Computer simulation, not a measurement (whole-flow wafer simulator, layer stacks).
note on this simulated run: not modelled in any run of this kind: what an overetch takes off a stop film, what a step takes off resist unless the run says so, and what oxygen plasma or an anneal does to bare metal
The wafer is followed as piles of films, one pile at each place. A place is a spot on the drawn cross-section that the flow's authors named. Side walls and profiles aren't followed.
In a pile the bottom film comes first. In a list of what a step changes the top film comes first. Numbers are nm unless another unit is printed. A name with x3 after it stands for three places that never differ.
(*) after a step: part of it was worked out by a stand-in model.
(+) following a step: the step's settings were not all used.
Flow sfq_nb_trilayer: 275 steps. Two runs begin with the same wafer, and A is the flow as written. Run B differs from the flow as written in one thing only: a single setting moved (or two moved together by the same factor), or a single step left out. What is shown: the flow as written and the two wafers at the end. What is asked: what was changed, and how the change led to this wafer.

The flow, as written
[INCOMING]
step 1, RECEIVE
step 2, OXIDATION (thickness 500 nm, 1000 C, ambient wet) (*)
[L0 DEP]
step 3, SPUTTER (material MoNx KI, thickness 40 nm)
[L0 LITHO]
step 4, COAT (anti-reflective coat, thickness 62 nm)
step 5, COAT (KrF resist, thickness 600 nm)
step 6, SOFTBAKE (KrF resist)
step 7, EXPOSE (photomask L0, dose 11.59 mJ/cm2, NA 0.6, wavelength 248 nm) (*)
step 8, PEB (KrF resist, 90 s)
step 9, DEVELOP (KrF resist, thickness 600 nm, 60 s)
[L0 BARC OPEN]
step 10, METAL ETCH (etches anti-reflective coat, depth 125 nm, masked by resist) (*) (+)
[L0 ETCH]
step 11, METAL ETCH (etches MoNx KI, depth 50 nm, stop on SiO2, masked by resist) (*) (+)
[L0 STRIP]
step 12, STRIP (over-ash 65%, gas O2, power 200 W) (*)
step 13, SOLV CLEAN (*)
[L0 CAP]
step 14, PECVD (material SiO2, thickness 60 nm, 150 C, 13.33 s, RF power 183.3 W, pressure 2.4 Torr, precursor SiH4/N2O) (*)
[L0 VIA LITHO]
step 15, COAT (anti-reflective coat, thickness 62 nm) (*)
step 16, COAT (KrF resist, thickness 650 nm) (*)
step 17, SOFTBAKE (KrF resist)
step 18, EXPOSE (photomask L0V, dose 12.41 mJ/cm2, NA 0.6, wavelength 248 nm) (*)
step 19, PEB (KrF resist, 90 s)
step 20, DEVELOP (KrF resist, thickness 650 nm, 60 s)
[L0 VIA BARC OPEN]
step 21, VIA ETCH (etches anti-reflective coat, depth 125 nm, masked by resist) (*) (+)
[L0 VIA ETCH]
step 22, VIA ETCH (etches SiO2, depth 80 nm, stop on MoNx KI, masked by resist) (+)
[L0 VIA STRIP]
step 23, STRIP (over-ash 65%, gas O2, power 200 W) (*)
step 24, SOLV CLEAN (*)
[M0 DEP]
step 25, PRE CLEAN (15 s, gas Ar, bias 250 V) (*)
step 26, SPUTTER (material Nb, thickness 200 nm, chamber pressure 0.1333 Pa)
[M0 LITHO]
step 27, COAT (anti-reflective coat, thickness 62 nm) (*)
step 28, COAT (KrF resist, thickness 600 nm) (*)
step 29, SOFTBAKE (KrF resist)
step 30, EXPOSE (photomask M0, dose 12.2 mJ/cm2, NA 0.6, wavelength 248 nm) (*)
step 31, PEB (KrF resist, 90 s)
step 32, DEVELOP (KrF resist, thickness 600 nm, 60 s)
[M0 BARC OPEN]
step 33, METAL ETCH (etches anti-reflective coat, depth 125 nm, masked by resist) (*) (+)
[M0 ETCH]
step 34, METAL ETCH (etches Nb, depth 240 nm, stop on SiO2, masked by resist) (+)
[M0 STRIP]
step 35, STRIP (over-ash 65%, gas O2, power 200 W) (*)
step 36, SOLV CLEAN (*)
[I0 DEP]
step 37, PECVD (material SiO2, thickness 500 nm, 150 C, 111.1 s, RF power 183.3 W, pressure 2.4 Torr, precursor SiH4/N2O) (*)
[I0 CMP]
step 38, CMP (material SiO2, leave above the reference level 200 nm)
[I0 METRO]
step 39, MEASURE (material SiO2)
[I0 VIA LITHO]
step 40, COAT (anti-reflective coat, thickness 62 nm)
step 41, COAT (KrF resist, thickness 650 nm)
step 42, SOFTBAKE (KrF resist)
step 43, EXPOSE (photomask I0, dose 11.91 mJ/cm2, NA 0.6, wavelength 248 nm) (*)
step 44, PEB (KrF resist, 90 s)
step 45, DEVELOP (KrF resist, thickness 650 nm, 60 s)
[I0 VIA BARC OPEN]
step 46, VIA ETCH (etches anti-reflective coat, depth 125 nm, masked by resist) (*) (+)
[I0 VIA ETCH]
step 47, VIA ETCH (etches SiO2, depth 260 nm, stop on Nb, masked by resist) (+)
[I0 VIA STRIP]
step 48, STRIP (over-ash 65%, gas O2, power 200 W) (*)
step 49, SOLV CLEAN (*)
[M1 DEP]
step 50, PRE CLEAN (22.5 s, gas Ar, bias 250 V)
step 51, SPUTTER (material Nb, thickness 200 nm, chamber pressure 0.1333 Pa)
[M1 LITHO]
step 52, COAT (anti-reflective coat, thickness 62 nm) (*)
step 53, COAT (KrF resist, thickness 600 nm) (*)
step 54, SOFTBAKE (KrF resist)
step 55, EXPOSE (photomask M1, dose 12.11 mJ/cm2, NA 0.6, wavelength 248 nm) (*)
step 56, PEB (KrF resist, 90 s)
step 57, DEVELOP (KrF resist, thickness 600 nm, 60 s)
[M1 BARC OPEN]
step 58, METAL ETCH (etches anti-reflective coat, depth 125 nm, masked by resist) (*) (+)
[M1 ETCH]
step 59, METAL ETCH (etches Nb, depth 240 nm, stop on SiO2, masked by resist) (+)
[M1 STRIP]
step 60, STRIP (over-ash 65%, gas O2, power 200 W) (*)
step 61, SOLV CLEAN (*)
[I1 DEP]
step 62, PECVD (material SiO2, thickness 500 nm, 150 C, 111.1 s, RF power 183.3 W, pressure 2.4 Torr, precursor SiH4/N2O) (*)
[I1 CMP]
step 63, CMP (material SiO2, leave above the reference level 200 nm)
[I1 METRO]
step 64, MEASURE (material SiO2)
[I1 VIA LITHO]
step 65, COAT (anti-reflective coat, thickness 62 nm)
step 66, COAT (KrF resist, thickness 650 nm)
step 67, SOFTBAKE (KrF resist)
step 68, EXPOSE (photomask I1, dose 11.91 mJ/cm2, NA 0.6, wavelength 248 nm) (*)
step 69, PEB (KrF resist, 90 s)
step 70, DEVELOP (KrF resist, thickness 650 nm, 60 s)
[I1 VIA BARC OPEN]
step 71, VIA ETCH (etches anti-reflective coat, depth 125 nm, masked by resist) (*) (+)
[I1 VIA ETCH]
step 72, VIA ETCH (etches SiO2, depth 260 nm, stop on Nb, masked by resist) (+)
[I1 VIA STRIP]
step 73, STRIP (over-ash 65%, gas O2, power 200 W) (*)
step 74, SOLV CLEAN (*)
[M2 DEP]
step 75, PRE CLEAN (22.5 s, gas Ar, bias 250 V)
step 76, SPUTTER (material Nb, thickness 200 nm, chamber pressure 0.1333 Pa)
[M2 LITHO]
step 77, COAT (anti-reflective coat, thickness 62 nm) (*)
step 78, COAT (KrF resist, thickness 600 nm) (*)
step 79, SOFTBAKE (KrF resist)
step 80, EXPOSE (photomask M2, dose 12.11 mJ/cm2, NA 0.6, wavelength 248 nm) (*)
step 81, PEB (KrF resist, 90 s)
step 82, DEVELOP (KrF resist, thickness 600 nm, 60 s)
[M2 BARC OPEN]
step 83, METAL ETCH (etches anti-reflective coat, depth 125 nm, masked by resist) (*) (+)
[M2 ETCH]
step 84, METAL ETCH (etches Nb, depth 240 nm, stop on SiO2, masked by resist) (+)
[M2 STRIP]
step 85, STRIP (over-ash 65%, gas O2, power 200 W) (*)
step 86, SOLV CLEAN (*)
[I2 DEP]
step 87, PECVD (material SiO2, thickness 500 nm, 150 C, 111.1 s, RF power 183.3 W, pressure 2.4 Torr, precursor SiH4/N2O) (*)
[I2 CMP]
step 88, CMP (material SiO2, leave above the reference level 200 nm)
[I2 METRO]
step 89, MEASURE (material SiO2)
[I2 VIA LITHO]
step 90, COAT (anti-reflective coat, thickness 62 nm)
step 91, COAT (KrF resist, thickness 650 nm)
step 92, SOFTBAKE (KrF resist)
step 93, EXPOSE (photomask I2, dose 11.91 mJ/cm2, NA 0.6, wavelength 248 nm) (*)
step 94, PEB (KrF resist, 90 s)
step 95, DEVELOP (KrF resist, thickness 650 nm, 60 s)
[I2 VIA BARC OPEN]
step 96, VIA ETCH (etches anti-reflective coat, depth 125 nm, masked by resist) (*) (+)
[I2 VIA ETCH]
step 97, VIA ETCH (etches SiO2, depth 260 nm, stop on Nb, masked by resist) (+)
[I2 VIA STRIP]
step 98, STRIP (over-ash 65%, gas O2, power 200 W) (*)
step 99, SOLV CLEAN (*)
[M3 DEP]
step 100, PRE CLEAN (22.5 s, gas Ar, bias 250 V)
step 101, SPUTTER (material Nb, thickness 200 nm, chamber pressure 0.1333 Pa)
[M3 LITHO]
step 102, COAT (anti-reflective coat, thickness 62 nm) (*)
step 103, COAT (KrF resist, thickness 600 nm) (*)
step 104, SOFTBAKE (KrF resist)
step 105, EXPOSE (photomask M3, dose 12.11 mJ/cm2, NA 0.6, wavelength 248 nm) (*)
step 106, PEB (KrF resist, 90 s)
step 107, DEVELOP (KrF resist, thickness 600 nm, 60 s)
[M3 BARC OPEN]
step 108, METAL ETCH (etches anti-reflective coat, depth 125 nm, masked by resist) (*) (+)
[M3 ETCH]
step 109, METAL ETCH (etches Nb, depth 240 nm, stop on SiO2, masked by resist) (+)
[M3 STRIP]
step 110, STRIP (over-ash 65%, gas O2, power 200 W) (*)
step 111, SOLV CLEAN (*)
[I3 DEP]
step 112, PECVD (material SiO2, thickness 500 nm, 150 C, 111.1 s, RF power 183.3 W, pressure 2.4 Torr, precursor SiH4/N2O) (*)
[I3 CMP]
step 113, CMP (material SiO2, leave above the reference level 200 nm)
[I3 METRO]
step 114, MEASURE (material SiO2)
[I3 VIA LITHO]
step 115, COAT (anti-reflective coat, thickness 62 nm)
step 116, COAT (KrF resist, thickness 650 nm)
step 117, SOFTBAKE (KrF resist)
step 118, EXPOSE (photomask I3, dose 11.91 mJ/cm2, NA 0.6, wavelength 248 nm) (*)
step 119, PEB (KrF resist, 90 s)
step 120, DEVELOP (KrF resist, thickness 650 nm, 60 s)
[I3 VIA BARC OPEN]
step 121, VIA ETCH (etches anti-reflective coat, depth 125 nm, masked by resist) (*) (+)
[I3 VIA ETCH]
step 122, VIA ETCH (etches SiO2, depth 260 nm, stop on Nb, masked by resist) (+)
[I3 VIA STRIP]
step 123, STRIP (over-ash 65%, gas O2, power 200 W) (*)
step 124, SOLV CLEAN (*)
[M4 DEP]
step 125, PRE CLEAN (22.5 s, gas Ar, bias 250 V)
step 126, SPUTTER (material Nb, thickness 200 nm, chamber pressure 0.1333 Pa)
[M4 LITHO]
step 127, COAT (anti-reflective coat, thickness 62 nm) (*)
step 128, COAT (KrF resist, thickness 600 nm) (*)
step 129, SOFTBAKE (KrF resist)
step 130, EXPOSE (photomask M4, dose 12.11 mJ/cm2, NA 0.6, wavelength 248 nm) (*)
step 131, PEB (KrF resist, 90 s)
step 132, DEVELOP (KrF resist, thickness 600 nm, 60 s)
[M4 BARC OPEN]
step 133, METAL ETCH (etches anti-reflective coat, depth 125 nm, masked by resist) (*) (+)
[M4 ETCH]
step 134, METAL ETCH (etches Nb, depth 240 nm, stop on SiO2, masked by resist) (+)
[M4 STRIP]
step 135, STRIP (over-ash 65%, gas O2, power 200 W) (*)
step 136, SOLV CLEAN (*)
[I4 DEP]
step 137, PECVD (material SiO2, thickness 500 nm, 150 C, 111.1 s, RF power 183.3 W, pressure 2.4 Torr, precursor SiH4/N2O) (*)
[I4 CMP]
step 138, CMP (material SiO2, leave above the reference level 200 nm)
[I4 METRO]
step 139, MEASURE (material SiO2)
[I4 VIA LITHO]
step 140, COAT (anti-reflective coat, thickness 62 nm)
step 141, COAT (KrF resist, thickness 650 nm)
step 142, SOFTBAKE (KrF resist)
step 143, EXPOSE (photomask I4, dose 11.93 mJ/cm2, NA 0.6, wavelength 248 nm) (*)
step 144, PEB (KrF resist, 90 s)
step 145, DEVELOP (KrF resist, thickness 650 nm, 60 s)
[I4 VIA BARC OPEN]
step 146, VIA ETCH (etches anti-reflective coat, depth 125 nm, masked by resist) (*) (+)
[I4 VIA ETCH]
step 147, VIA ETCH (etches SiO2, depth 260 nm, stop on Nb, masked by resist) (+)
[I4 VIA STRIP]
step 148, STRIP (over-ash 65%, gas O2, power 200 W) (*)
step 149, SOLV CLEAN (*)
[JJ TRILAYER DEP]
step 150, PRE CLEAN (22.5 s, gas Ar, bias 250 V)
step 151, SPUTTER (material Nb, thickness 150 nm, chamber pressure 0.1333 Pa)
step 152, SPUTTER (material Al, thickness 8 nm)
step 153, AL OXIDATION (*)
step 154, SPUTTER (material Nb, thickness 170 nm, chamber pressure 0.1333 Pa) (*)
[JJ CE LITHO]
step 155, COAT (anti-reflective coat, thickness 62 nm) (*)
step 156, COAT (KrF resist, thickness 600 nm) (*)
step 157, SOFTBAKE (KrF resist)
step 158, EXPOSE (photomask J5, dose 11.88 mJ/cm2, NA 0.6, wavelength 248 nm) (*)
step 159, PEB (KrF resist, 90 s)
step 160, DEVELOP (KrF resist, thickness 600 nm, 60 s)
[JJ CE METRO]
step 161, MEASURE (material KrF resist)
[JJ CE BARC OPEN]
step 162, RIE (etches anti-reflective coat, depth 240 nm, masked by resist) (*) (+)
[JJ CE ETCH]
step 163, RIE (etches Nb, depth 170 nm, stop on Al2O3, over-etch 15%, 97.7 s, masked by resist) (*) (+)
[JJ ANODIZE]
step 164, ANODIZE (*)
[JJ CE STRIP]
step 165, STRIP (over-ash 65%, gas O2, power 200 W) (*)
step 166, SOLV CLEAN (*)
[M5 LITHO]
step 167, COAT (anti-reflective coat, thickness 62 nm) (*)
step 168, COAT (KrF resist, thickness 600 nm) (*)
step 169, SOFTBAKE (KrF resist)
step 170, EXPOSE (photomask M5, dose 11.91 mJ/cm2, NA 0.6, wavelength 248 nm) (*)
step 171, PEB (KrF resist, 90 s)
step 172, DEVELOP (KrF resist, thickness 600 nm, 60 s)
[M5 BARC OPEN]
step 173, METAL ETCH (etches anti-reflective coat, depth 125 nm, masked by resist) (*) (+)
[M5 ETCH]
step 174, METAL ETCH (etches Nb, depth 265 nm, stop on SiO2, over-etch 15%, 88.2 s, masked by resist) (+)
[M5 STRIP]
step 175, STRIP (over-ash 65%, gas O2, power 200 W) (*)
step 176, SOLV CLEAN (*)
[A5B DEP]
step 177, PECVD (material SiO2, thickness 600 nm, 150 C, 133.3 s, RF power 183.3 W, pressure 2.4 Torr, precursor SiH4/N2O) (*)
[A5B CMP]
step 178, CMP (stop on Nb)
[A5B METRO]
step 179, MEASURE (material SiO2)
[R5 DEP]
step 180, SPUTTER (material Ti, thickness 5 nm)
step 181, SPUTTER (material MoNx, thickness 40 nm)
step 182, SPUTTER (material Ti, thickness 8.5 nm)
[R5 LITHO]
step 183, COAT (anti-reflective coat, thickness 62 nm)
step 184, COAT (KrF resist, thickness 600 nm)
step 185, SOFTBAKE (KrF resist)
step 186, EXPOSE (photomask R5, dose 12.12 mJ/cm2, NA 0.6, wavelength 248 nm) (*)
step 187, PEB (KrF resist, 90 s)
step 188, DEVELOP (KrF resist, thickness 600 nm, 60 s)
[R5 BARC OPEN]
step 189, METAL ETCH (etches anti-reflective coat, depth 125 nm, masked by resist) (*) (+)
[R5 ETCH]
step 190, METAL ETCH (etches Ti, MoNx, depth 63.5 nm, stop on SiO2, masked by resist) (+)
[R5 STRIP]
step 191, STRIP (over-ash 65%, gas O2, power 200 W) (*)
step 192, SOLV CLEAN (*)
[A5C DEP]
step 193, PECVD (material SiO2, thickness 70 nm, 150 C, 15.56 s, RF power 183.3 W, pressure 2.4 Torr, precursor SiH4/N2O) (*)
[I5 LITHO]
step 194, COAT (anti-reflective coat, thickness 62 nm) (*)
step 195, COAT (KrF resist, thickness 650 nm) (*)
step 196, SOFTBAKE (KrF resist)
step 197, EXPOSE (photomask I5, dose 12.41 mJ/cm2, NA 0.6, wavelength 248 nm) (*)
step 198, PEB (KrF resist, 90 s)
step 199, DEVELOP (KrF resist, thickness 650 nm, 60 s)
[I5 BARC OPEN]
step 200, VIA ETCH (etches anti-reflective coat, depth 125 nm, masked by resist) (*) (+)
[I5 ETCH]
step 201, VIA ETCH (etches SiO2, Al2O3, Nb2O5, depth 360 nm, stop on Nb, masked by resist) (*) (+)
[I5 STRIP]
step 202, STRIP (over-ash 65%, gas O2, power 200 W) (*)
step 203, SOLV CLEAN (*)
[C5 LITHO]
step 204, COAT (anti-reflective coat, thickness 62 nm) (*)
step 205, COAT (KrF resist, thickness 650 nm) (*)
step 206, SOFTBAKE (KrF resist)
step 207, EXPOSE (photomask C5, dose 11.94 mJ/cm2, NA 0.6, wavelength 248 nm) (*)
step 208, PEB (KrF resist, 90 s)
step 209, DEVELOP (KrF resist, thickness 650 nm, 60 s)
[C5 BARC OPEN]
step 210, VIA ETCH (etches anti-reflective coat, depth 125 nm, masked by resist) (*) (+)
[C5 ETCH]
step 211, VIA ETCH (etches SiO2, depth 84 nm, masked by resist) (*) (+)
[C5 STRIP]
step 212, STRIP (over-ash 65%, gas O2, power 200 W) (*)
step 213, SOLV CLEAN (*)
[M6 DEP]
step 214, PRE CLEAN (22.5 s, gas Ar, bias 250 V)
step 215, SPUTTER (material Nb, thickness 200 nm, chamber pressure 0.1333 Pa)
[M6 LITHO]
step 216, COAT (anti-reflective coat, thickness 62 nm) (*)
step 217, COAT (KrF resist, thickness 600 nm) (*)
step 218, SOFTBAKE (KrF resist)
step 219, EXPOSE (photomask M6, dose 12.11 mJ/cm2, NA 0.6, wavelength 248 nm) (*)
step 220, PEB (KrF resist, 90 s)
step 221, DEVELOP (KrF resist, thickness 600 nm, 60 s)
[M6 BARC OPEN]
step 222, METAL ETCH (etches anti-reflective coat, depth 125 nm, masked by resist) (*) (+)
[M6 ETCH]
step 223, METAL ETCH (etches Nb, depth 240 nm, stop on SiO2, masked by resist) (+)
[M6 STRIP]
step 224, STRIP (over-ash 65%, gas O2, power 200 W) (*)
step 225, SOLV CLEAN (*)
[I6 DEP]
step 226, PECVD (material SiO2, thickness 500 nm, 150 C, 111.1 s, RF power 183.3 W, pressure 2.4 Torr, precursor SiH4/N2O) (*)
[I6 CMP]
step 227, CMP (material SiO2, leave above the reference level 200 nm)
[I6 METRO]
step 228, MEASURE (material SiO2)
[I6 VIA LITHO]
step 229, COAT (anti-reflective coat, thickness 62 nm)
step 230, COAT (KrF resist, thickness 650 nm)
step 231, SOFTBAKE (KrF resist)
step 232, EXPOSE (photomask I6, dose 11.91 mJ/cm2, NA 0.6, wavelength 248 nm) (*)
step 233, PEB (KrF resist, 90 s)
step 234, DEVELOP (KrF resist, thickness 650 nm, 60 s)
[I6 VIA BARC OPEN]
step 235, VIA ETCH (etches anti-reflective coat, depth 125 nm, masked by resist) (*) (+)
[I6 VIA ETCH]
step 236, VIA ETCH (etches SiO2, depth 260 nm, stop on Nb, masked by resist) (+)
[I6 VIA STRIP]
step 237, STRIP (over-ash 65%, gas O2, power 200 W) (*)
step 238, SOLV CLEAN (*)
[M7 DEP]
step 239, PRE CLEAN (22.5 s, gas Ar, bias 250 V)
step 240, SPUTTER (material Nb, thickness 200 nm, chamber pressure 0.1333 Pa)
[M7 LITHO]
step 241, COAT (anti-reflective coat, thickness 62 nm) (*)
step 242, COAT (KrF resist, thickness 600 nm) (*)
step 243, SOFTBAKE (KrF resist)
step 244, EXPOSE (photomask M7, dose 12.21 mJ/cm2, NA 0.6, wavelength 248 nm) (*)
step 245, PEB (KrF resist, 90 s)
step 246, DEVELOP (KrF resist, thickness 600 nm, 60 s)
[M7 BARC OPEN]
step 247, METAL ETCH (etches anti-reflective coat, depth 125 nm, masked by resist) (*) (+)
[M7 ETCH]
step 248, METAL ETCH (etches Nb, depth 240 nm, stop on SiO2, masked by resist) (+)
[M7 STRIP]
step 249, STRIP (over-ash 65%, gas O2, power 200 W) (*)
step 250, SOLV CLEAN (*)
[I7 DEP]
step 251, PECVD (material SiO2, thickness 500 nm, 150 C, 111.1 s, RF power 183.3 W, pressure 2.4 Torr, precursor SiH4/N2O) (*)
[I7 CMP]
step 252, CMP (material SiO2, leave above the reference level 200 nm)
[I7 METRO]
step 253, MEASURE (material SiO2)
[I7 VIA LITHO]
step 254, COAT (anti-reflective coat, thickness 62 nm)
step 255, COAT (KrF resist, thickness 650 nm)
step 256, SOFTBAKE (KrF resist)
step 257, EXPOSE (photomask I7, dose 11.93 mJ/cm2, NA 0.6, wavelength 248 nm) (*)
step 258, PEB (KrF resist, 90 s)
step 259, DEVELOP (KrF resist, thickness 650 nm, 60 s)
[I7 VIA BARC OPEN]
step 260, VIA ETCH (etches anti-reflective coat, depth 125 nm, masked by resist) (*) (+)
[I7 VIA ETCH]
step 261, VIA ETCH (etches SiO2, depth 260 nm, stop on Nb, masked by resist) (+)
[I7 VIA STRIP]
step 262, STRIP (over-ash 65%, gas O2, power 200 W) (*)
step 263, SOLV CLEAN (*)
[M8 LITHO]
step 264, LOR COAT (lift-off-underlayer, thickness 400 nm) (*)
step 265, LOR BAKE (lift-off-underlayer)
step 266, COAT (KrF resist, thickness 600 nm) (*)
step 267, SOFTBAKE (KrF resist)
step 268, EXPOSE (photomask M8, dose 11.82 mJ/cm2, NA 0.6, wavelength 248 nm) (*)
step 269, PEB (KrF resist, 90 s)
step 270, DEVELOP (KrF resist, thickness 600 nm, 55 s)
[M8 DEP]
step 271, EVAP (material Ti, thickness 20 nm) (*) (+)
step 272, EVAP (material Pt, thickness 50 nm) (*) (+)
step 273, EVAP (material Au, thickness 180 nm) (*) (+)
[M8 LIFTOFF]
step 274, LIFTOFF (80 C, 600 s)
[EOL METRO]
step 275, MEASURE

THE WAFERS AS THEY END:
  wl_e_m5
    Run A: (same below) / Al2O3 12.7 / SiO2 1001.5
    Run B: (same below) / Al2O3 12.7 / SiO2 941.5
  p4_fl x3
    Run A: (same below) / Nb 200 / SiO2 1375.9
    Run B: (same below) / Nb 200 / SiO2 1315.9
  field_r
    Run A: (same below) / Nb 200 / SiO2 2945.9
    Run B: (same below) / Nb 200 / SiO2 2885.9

The reason: step 215, SPUTTER: thickness 140 nm was run, though the flow has thickness 200 nm.

The path from the change to this, step by step:
  step 215, SPUTTER (material Nb, thickness 200 nm, chamber pressure 0.1333 Pa)
      field_l, v_sur, via_wl and 100 more: A Nb gains 200 (new film) | B Nb gains 140 (new film)
      be: A Nb gains 147.3 | B Nb gains 103.5
      (and at 2 other places as well)
  step 216, COAT (anti-reflective coat, thickness 62 nm) (*)
      be: A anti-reflective coat gains 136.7 (new film) | B anti-reflective coat gains 131.7 (new film)
  step 223, METAL ETCH (etches Nb, depth 240 nm, stop on SiO2, masked by resist) (+)
      field_l, gap, moat and 76 more: A Nb loses 200 (all of it) | B Nb loses 140 (all of it)
      v_sur, via_wl, via_w and 24 more: A KrF resist loses 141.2 | B KrF resist loses 123.5
  step 224, STRIP (over-ash 65%, gas O2, power 200 W) (*)
      wl_j_sl, wl_j_sr: A KrF resist loses 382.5 (all of it), anti-reflective coat loses 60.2 (all of it) | B KrF resist loses 400.2 (all of it), anti-reflective coat loses 60.2 (all of it)
      wl_c_m6, wl_f_m6: A KrF resist loses 382.3 (all of it), anti-reflective coat loses 62 (all of it) | B KrF resist loses 399.9 (all of it), anti-reflective coat loses 62 (all of it)
      (and at 23 other places as well)
  step 226, PECVD (material SiO2, thickness 500 nm, 150 C, 111.1 s, RF power 183.3 W, pressure 2.4 Torr, precursor SiH4/N2O) (*)
      gap, wl_a_sl, m6r_space_l x2: A SiO2 gains 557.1 | B SiO2 gains 500
      be: A SiO2 gains 693.5 (new film) | B SiO2 gains 670.9 (new film)
  step 227, CMP (material SiO2, leave above the reference level 200 nm)
      field_l, p4_fl x3, p4_w1 x9 and 49 more: A SiO2 loses 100 | B SiO2 loses 160
      moat, field_r, lsp_l, ln_m5, lsp_m: A SiO2 loses 93.6 | B SiO2 loses 160
      (and at 9 other places as well)
